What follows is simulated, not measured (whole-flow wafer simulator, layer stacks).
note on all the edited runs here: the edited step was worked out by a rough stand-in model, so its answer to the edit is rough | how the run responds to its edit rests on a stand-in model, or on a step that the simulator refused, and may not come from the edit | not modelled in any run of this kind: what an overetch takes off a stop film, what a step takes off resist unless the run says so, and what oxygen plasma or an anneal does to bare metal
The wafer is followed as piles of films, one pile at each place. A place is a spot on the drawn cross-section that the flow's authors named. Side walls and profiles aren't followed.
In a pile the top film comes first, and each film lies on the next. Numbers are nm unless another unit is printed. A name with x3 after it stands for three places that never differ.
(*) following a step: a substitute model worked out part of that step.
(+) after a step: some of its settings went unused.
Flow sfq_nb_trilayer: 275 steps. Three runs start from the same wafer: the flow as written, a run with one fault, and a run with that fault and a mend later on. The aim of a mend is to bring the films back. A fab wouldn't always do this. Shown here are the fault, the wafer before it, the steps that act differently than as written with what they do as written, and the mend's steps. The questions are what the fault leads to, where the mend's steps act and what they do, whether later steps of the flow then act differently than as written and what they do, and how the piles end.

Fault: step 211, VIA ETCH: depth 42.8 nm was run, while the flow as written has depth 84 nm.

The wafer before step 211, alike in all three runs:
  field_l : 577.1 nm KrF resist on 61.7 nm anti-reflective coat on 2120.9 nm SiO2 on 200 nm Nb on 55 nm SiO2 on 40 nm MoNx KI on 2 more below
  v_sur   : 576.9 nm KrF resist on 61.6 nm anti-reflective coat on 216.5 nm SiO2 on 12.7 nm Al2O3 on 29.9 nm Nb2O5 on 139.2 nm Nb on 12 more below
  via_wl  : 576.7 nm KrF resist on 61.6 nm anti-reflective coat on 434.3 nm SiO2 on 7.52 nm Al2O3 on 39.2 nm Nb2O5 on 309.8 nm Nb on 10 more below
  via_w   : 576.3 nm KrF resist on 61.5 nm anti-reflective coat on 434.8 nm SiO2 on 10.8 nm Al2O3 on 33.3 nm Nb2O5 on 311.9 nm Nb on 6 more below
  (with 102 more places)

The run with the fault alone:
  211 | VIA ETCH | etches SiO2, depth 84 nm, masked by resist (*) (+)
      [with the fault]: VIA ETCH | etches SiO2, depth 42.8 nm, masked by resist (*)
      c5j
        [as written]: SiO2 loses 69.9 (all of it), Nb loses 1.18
        [with the fault]: SiO2 loses 42.8
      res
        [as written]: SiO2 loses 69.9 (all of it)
        [with the fault]: SiO2 loses 42.8
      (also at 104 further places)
  Steps further on in the flow that do not act as written (not shown: 4 more steps that differ only slightly, by at most 2% or 0.5 nm, whichever is larger):
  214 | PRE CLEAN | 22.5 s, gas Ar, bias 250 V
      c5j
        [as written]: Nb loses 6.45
        [with the fault]: SiO2 loses 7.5
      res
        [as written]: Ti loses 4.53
        [with the fault]: SiO2 loses 7.5
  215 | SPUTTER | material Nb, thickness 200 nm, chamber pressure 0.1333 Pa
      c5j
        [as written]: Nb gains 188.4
        [with the fault]: Nb gains 195.8 (new film)
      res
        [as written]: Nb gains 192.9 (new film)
        [with the fault]: Nb gains 197.6 (new film)
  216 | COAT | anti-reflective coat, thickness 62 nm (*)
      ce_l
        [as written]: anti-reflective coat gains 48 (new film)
        [with the fault]: anti-reflective coat gains 55 (new film)
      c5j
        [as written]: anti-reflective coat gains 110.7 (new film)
        [with the fault]: anti-reflective coat gains 91.5 (new film)
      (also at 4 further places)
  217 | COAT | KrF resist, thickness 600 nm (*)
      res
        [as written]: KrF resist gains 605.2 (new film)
        [with the fault]: KrF resist gains 593 (new film)
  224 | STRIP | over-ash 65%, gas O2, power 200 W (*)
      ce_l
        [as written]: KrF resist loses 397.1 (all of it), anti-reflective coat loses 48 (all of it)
        [with the fault]: KrF resist loses 392.9 (all of it), anti-reflective coat loses 55 (all of it)
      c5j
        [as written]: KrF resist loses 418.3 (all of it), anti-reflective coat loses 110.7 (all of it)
        [with the fault]: KrF resist loses 406.2 (all of it), anti-reflective coat loses 91.5 (all of it)
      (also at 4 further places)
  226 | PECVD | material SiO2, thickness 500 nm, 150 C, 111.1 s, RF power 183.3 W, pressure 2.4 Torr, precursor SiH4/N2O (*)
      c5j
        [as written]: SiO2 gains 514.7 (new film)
        [with the fault]: SiO2 gains 500 (new film)
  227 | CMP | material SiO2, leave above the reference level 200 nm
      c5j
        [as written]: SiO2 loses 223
        [with the fault]: SiO2 loses 242.9
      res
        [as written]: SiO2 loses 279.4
        [with the fault]: SiO2 loses 308.1
  By the end, the piles at c5j, res depart from the flow's by more than 2% or 0.5 nm, whichever is larger.
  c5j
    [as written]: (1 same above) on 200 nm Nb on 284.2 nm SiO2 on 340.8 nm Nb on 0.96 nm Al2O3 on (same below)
    [with the fault]: (1 same above) on 200 nm Nb on 249.6 nm SiO2 on 195.8 nm Nb on 19.6 nm SiO2 on 160 nm Nb on 0.96 nm Al2O3 on (same below)
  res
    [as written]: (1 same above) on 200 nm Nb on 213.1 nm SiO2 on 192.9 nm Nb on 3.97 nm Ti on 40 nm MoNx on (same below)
    [with the fault]: (1 same above) on 200 nm Nb on 184.4 nm SiO2 on 197.6 nm Nb on 19.6 nm SiO2 on 8.5 nm Ti on 40 nm MoNx on (same below)

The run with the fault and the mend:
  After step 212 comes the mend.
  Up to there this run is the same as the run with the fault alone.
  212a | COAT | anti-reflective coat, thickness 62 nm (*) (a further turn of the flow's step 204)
      field_r, ln_m5, lsp_m and 64 more
        anti-reflective coat gains 62 (new film)
      ln_m6, lsp_r, l0_sur, l0v, wl_a_sl, wl_a_m6, wl_a_sr, wl_g_sr
        anti-reflective coat gains 61.9 (new film)
      field_l, v_sur
        anti-reflective coat gains 61.6 (new film)
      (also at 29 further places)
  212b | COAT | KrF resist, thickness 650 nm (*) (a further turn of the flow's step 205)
      l0v, p4_fl x3, p4_w1 x9 and 35 more
        KrF resist gains 650 (new film)
      wl_b_m5, wl_b_sr, wl_c_sl and 12 more
        KrF resist gains 649.9 (new film)
      lsp_r, wl_j_sl, wl_j_sr
        KrF resist gains 650.2 (new film)
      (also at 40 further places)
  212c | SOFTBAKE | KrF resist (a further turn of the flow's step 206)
      does not change any film at any place that is followed
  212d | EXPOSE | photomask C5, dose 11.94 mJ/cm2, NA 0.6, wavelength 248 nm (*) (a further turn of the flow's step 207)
      does not change any film at any place that is followed
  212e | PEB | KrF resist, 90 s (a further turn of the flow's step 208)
      field_l, sp_r, moat and 79 more
        KrF resist loses 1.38
      v_sur, via_wl, via_w, via_wr, via_sp, be_sur, jj_sur
        KrF resist loses 1.37
      via_v, wire, res
        KrF resist loses 1.36
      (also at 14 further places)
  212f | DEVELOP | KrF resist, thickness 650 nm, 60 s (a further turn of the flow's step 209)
      field_l, v_sur, via_wl and 101 more
        KrF resist loses 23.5
      c5j
        KrF resist loses 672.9 (all of it)
      res
        KrF resist loses 640.5 (all of it)
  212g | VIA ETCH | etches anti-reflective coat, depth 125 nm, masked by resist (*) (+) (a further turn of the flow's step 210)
      field_l, v_sur, via_wl and 101 more
        KrF resist loses 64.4
      c5j
        anti-reflective coat loses 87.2 (all of it), SiO2 loses 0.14
      res
        anti-reflective coat loses 77.3 (all of it), SiO2 loses 0.19
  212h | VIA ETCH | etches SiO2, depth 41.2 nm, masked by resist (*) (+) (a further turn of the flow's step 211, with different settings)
      field_l, v_sur, via_wl and 101 more
        KrF resist loses 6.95
      c5j
        SiO2 loses 27 (all of it), Nb loses 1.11
      res
        SiO2 loses 26.9 (all of it)
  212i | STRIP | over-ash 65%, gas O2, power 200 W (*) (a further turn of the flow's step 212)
      p4_fl x3, p4_w1 x9, p4_g1 x2 and 33 more
        KrF resist loses 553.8 (all of it), anti-reflective coat loses 62 (all of it)
      wl_b_sr, wl_c_sl, wl_c_m6 and 10 more
        KrF resist loses 553.7 (all of it), anti-reflective coat loses 62 (all of it)
      wl_b_sl, wl_b_m5, wl_g_sl, wl_g_m5
        KrF resist loses 553.6 (all of it), anti-reflective coat loses 62 (all of it)
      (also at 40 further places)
  Later steps of the flow that are run all act as written at every place that is followed, up to a difference of at most 2% or 0.5 nm, whichever is larger.
  The piles end only slightly different from the flow's at the places that both follow, by no more than 2% or 0.5 nm, whichever is larger.
